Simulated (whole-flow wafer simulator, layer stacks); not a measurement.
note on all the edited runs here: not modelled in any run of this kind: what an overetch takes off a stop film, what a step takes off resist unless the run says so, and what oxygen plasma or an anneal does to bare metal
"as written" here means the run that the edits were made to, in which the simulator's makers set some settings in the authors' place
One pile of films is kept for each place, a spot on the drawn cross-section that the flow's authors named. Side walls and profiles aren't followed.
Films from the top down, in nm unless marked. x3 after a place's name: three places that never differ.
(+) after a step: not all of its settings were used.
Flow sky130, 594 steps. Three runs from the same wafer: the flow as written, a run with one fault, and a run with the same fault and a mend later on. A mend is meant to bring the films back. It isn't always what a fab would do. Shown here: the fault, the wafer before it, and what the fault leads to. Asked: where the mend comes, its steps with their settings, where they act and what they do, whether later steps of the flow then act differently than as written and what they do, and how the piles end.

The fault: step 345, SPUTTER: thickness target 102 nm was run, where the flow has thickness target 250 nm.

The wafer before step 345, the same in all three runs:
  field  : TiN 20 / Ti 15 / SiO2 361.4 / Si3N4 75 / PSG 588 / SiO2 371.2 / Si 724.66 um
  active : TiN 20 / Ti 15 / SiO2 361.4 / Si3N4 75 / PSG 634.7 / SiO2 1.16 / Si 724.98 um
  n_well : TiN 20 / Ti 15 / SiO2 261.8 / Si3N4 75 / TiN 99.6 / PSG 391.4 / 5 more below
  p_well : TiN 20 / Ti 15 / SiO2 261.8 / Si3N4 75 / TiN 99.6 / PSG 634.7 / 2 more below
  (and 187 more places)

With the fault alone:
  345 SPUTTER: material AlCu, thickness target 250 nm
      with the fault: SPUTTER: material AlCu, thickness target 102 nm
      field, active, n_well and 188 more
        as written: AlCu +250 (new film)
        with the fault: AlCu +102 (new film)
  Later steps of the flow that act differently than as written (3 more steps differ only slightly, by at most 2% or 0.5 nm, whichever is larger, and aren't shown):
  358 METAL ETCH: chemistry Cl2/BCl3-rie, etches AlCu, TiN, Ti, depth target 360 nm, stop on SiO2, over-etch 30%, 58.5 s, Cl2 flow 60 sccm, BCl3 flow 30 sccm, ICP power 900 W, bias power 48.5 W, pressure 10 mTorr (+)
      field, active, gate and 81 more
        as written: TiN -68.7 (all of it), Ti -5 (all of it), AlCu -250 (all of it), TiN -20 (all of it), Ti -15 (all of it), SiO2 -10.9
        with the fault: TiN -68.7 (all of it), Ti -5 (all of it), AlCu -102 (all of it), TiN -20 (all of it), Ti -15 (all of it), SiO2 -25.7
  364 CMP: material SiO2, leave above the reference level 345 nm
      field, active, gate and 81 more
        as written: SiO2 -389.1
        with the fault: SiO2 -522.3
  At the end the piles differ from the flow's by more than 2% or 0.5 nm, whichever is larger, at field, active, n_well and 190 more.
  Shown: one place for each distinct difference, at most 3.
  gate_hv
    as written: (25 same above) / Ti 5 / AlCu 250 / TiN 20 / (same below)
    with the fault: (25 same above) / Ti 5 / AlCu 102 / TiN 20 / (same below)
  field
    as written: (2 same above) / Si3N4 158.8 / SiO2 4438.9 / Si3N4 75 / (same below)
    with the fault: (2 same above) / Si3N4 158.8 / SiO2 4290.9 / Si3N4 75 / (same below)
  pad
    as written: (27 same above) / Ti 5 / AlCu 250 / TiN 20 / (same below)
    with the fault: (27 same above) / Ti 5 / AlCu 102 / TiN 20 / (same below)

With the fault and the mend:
  The mend comes after step 345.
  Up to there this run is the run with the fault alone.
  345a SPUTTER: material AlCu, thickness target 148 nm (the flow's step 345 once more, with other settings)
      field, active, n_well and 188 more
        AlCu +148
  No later step of the flow acts differently than as written at any place that is followed.
  At the end the piles are the same as the flow's at every place that both follow.
